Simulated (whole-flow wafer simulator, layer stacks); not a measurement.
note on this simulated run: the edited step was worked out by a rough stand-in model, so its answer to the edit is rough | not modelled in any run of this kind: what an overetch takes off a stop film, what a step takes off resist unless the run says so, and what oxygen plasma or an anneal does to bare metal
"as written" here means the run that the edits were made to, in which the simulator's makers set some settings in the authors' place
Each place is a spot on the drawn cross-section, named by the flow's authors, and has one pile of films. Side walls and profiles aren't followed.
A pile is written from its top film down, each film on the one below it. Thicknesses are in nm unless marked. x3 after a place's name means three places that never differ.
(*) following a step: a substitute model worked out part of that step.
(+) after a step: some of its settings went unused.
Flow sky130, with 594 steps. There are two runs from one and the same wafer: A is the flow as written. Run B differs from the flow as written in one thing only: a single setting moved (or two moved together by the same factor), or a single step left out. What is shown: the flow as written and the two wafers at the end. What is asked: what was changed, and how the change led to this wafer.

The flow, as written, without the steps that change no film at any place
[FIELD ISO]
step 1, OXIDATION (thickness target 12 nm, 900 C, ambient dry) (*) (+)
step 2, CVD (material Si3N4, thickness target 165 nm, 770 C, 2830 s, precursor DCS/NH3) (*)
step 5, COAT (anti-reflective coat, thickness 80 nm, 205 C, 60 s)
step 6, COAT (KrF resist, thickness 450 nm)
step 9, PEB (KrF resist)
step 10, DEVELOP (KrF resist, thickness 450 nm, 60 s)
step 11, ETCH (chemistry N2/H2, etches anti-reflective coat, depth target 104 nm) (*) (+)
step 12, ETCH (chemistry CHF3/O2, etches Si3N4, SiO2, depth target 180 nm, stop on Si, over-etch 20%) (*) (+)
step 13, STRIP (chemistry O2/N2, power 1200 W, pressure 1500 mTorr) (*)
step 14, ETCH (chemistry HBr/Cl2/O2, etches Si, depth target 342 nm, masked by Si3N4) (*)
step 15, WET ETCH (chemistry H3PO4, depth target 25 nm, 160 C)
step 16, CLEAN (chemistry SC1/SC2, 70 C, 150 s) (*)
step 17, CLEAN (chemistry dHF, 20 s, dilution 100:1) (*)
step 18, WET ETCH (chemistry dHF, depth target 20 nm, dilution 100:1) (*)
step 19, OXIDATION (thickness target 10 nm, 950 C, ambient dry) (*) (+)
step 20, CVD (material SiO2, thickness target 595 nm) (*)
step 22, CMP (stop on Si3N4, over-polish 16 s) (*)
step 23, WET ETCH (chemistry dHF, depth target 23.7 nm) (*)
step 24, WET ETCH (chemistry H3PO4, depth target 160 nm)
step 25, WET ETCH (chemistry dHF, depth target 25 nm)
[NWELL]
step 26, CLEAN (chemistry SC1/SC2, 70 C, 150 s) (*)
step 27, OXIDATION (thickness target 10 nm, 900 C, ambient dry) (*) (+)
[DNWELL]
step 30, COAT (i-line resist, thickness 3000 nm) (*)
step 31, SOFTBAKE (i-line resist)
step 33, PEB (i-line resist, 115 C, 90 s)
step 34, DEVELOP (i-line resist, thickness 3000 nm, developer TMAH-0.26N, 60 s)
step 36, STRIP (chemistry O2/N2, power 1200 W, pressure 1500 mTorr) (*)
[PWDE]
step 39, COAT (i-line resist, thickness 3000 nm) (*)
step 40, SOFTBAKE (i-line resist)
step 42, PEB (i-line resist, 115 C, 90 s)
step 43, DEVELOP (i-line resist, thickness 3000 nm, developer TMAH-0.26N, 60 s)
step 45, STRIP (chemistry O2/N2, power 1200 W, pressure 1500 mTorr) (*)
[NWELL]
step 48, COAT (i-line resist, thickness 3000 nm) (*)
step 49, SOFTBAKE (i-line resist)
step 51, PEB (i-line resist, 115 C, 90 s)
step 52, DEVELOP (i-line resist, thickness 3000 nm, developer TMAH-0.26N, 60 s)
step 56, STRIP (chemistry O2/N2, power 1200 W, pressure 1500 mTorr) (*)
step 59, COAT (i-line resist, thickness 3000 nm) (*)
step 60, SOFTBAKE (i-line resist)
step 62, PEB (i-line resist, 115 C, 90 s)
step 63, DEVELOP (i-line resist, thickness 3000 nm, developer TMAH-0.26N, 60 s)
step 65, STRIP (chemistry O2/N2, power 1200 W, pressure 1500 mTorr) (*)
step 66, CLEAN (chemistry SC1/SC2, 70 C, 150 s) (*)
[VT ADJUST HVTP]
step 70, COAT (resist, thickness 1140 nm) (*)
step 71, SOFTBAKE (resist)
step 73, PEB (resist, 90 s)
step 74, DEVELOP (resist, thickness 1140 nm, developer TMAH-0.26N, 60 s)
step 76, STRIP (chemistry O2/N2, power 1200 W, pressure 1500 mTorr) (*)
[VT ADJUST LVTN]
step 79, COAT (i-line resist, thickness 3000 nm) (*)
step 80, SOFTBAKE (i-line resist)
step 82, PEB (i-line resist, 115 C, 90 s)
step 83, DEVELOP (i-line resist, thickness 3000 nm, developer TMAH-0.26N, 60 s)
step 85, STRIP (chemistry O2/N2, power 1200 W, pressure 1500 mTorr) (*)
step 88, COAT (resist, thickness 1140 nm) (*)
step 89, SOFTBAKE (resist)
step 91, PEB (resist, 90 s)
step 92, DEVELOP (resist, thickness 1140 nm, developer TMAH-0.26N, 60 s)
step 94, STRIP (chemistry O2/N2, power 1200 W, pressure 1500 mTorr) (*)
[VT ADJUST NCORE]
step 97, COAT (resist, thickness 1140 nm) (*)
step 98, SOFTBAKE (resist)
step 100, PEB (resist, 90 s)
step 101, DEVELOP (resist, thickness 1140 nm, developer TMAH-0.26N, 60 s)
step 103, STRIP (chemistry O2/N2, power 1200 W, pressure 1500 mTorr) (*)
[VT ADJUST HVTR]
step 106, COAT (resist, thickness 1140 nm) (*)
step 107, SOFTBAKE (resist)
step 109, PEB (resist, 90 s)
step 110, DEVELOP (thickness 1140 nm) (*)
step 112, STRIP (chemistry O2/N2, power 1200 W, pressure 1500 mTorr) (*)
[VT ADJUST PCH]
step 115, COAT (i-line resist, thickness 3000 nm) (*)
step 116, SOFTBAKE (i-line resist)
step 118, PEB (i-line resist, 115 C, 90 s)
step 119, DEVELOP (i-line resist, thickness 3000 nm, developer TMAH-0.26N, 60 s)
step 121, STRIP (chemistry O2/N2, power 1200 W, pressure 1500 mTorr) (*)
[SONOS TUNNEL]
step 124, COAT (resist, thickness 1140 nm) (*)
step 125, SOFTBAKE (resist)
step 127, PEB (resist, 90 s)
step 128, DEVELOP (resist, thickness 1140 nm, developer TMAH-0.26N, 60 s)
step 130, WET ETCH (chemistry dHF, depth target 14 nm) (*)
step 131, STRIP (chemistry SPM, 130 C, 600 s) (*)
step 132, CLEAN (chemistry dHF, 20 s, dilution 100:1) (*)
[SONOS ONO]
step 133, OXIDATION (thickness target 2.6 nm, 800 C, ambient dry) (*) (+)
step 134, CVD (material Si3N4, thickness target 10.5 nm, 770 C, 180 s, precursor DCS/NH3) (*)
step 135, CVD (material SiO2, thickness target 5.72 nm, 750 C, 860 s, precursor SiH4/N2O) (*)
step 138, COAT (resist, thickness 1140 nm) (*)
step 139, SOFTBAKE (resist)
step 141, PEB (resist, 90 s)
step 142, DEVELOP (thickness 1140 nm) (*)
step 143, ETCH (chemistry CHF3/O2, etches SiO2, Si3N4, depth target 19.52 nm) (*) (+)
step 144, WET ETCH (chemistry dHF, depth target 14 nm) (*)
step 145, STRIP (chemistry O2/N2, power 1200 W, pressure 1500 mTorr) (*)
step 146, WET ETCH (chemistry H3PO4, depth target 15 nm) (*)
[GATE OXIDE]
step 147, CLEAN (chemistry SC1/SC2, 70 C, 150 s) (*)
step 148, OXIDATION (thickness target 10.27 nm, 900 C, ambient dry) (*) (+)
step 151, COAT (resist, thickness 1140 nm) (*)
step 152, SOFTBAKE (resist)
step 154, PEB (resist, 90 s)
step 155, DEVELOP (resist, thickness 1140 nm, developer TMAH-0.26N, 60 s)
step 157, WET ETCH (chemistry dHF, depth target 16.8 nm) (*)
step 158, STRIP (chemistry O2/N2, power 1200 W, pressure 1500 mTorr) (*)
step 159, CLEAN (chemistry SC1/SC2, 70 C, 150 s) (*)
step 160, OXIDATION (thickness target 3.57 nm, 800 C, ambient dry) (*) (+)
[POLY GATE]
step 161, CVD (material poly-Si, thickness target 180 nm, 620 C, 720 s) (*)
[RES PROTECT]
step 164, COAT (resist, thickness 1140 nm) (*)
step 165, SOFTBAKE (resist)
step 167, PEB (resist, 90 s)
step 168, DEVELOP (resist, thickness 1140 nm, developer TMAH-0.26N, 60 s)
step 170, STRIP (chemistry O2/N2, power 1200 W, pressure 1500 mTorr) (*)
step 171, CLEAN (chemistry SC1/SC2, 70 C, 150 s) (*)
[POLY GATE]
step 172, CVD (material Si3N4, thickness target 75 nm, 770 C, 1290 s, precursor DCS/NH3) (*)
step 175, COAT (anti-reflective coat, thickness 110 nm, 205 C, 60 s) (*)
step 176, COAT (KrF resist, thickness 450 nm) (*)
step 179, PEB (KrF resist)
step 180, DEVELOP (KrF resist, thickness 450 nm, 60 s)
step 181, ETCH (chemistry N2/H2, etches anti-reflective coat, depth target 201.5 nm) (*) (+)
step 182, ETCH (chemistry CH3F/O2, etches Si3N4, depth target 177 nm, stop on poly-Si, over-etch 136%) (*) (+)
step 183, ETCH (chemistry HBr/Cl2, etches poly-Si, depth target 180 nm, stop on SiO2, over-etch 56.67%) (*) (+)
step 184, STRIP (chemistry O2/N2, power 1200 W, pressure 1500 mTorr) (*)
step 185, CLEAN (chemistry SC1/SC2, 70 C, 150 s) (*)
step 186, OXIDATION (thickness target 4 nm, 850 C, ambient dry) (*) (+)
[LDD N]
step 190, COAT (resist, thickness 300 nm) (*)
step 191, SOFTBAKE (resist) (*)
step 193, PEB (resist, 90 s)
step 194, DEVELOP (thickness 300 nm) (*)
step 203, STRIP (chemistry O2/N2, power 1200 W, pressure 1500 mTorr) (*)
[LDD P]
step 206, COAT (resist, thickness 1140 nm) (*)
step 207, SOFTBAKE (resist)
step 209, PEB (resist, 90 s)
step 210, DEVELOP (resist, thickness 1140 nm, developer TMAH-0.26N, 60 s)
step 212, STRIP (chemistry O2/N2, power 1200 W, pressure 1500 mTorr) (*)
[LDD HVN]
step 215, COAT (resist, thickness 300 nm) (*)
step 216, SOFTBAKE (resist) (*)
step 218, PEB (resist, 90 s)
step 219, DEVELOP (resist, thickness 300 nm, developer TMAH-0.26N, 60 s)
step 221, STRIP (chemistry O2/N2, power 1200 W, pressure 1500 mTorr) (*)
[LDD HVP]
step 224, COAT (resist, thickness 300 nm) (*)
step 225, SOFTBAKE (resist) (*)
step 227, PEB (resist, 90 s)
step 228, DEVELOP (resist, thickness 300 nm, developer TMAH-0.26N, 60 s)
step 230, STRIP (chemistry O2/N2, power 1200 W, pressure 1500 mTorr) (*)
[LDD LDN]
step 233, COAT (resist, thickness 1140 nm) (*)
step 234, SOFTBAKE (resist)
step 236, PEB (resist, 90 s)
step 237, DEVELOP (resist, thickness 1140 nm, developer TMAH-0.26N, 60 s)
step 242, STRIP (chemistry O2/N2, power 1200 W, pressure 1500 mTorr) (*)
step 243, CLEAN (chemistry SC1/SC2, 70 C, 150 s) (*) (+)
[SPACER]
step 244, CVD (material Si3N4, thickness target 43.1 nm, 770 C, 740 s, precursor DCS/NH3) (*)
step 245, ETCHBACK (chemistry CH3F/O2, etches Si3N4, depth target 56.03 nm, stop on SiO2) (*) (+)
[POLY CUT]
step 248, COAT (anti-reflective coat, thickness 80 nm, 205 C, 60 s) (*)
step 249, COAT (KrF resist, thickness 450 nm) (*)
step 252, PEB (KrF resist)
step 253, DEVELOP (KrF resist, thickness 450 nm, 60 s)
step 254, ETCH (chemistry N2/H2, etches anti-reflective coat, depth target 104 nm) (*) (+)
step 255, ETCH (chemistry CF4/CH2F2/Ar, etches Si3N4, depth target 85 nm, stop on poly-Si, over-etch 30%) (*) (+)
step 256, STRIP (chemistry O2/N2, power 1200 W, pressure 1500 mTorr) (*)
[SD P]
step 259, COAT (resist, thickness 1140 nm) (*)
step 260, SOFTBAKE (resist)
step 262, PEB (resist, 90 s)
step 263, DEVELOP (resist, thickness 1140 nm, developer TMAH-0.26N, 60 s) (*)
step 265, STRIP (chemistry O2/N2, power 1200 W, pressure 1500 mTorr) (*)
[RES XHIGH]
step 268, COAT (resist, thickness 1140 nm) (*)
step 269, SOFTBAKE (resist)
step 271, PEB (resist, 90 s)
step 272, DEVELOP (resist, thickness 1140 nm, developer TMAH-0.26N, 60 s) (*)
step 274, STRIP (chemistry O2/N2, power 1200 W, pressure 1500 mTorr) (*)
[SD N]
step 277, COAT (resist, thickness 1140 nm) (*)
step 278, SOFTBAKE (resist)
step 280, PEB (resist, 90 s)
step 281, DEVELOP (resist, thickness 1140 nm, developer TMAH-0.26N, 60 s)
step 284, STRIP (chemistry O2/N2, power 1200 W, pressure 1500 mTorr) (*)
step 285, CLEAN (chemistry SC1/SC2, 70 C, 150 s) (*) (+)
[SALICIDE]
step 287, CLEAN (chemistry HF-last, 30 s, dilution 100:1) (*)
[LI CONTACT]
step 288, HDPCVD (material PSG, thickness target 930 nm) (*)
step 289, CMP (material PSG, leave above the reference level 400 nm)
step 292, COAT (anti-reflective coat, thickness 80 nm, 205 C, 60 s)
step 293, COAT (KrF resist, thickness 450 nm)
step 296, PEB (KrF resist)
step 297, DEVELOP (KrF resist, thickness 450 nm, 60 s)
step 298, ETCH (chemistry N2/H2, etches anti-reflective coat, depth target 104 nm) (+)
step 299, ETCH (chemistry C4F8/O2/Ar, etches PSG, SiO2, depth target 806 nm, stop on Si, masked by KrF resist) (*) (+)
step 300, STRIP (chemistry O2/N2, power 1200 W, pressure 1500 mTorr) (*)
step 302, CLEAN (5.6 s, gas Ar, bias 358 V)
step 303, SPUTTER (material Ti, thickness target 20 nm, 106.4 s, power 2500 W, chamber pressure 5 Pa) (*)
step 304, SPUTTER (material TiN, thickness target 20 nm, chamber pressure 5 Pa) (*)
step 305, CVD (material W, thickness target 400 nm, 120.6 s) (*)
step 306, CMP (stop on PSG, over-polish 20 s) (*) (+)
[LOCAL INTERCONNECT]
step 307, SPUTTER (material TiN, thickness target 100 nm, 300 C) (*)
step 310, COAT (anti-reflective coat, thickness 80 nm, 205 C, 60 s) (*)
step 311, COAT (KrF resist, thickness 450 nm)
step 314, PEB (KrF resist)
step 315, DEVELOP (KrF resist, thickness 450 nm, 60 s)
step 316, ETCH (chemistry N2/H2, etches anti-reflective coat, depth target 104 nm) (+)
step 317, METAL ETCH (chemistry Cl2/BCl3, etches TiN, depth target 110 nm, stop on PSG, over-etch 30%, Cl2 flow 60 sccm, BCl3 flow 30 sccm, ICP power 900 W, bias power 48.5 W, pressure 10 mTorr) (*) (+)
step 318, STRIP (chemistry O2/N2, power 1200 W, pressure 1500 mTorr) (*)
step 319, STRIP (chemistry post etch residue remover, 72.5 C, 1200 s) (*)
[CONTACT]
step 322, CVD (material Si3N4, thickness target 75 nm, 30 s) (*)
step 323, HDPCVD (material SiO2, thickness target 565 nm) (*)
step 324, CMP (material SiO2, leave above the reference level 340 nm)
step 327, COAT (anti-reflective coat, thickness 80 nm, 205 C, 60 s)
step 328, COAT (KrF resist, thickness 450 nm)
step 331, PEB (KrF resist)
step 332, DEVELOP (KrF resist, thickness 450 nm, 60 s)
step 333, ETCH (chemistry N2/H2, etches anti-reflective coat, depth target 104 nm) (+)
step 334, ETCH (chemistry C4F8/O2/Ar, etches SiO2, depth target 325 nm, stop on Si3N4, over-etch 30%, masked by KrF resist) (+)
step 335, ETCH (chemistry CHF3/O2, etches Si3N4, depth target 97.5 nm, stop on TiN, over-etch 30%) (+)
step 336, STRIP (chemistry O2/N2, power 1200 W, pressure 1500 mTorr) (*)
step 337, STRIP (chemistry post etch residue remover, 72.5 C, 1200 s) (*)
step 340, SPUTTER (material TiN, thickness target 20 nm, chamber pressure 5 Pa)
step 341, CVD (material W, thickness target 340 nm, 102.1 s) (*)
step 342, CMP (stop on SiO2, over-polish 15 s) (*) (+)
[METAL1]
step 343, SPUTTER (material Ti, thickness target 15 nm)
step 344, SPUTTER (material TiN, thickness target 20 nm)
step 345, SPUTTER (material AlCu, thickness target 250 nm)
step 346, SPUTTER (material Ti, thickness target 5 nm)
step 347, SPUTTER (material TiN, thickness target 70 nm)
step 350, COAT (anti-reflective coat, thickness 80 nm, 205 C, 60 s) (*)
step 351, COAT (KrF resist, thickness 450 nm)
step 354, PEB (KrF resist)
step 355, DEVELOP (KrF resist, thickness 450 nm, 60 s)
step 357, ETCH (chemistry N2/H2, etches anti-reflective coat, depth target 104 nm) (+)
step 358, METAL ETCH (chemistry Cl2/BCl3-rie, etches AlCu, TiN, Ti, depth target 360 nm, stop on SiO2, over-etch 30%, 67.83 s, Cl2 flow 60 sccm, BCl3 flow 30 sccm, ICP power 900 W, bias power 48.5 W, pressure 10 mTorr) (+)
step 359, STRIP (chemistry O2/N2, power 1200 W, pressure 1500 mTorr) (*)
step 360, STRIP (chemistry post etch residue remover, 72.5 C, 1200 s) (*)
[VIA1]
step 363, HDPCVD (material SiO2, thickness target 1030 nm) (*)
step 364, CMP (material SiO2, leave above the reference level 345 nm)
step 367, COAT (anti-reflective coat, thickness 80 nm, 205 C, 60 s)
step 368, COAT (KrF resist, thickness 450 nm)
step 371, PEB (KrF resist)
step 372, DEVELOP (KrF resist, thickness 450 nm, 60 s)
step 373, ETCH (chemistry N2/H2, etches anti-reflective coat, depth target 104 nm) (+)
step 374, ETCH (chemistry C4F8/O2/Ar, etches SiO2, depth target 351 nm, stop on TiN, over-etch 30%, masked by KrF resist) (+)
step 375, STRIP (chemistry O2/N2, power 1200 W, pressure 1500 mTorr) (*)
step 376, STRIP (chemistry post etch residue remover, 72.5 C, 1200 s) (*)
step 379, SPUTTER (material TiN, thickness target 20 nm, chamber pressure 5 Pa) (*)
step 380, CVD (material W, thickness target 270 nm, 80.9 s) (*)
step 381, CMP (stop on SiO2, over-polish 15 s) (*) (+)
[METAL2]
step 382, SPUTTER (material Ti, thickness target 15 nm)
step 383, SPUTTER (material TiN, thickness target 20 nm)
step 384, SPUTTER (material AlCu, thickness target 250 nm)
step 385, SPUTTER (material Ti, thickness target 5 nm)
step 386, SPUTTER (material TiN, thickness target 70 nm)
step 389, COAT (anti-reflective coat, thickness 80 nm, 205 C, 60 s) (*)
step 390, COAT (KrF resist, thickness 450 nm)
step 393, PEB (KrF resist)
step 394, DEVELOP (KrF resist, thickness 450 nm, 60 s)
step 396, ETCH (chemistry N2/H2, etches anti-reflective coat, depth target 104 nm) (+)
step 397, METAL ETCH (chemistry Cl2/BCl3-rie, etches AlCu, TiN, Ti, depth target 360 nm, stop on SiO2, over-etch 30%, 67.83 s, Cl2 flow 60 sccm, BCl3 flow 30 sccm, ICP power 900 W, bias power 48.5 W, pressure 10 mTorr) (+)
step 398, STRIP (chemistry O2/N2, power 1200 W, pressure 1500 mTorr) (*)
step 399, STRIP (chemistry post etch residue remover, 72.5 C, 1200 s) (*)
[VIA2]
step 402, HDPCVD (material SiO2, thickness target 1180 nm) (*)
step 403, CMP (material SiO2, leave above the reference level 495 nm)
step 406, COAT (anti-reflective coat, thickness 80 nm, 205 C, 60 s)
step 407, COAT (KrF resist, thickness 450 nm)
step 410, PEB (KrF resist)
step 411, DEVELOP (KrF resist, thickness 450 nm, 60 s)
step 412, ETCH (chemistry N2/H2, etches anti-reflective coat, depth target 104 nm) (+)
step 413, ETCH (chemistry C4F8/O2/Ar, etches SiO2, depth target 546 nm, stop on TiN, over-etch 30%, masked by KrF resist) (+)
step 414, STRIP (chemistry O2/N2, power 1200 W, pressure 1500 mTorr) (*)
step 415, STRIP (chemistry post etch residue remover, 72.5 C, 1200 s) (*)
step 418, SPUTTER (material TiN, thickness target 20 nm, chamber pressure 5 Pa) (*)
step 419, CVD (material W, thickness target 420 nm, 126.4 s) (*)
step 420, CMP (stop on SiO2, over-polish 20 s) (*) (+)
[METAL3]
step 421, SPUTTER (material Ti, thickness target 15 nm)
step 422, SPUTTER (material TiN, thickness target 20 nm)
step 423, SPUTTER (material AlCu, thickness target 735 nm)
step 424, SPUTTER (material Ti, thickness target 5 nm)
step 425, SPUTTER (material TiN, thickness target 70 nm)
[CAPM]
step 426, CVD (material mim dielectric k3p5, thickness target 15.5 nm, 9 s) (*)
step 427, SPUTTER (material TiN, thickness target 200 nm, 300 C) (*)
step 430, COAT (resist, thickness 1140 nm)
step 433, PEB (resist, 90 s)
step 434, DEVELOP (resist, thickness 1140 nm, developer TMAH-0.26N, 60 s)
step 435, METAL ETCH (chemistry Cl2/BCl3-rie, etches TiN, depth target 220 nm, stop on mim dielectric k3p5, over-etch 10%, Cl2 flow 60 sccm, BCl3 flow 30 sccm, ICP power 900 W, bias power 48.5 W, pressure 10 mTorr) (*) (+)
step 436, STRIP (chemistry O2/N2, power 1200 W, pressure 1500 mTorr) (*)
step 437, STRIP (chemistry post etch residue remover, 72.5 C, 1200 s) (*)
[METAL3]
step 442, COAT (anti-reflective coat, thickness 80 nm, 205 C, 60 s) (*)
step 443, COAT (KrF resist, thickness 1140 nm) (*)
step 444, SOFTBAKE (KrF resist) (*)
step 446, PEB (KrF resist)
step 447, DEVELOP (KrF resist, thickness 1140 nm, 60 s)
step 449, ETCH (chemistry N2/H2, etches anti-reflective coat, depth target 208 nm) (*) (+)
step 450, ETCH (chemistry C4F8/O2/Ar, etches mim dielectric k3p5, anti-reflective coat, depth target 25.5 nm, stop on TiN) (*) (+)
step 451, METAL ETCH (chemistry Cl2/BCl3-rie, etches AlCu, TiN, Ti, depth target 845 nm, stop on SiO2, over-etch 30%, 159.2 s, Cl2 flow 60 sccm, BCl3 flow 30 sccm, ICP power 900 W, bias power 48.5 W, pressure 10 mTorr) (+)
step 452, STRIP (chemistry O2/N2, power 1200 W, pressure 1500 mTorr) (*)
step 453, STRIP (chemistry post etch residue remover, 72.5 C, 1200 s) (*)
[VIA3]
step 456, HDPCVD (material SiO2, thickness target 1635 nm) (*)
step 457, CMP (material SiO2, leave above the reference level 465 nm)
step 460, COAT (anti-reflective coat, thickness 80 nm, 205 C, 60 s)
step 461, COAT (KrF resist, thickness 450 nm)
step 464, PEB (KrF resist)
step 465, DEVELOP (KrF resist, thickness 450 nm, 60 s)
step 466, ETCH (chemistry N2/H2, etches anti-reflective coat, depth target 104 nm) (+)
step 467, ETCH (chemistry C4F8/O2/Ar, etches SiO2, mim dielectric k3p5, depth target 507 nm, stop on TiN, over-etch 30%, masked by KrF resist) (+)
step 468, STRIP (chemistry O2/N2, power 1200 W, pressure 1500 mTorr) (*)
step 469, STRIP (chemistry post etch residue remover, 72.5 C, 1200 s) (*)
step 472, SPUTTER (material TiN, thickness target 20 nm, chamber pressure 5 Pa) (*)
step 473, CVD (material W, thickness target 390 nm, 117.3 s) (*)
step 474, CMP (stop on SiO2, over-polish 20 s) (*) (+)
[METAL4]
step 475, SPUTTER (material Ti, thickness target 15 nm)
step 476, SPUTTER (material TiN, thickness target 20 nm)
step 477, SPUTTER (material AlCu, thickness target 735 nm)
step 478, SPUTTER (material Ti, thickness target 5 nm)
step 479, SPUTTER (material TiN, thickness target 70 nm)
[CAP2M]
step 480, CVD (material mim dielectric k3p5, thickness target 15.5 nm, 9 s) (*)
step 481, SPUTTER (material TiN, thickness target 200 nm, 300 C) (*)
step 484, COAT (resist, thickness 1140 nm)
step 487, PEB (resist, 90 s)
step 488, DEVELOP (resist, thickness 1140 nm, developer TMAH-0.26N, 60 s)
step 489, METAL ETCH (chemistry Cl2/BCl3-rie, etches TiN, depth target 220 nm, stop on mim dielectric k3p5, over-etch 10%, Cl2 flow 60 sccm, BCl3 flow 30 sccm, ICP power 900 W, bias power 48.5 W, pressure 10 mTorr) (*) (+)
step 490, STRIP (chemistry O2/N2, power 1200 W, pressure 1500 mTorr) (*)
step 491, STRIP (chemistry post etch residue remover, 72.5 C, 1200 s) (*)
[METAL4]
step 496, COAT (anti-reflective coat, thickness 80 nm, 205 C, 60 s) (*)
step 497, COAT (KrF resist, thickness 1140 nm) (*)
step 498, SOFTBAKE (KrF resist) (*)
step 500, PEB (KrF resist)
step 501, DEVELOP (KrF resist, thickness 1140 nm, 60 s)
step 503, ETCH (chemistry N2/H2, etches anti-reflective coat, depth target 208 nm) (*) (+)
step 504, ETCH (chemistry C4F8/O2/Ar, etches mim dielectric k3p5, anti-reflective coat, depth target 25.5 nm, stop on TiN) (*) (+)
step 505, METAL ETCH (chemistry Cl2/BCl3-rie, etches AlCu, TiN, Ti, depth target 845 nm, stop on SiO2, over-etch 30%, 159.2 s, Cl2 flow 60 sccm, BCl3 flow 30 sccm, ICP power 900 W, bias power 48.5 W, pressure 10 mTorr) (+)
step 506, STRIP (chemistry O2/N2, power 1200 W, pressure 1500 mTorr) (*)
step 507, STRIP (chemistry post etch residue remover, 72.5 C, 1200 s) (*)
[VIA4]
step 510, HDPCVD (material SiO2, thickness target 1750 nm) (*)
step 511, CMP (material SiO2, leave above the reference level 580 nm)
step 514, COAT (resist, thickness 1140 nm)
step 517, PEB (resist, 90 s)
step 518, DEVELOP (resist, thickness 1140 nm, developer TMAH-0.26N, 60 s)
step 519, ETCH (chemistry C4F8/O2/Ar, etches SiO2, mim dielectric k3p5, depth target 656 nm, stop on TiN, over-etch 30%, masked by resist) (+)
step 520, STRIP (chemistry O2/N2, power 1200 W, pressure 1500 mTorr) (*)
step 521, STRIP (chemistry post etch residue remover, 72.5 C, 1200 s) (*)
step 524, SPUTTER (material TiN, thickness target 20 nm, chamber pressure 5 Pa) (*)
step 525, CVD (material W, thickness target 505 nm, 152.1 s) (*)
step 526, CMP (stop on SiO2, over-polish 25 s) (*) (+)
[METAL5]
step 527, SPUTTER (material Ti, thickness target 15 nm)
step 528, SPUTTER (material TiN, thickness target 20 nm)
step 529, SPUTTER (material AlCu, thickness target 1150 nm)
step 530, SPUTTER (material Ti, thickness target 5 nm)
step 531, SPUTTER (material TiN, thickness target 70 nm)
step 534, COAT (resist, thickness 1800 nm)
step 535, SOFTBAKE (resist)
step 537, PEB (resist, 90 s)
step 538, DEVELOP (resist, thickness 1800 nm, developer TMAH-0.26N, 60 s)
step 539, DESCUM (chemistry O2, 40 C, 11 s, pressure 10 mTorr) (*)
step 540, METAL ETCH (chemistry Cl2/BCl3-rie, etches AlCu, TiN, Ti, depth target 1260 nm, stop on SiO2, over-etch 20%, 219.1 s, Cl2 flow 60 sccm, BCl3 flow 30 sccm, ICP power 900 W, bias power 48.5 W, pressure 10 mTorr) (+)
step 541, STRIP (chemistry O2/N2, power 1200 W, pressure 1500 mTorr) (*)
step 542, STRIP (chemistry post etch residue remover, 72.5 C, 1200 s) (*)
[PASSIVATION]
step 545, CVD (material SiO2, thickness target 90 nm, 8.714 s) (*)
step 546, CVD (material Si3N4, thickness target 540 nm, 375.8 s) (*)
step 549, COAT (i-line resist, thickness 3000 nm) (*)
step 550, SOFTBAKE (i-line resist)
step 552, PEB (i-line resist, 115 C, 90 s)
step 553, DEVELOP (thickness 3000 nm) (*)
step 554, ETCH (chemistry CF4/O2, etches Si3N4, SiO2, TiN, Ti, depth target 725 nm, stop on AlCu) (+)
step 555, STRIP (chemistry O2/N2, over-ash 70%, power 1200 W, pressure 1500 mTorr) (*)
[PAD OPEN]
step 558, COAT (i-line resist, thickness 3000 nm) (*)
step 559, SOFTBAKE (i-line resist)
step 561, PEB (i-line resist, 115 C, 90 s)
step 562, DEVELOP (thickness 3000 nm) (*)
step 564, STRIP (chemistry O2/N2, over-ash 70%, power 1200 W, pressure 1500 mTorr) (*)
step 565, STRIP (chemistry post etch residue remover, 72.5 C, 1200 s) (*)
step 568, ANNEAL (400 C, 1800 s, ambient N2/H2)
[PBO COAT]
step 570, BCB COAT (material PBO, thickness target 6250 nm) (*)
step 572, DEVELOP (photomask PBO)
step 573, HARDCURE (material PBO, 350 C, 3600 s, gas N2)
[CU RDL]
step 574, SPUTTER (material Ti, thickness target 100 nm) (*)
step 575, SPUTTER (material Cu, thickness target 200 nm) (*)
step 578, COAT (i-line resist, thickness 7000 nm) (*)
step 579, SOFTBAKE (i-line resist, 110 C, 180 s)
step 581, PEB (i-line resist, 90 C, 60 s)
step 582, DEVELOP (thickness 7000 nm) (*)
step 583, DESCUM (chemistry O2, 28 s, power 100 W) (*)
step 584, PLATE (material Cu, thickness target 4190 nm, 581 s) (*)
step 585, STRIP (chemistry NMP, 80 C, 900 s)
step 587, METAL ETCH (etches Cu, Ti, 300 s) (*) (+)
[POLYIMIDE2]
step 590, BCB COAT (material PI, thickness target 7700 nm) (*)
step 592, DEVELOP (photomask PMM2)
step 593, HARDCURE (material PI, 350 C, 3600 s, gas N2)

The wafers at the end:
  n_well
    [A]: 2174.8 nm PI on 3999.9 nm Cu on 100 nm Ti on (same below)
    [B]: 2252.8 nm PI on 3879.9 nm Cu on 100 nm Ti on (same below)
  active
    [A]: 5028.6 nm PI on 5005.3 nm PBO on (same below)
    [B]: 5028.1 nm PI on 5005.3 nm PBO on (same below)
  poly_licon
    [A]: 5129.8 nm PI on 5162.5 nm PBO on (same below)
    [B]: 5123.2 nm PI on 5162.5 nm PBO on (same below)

What caused this: step 575, SPUTTER: thickness target 80 nm was run, whereas the flow has thickness target 200 nm.

Step by step, how the change led to this:
  step 575, SPUTTER (material Cu, thickness target 200 nm) (*)
      field, active, n_well and 190 more: A +200 Cu (new film) | B +80 Cu (new film)
  step 579, SOFTBAKE (i-line resist, 110 C, 180 s)
      hv_encl: A -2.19 i-line resist | B -4.71 i-line resist
  step 587, METAL ETCH (etches Cu, Ti, 300 s) (*) (+)
      field, active, gate and 167 more: A -200 Cu (all of it), -100 Ti (all of it) | B -80 Cu (all of it), -100 Ti (all of it)
  step 590, BCB COAT (material PI, thickness target 7700 nm) (*)
      n_well, p_well, sd_n, sd_p: A +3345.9 PI (new film) | B +3465.9 PI (new film)
      mim: A +3640.8 PI (new film) | B +3755.4 PI (new film)
      (also at 14 further places)
  step 593, HARDCURE (material PI, 350 C, 3600 s, gas N2)
      n_well, p_well, sd_n, sd_p: A -1171.1 PI | B -1213.1 PI
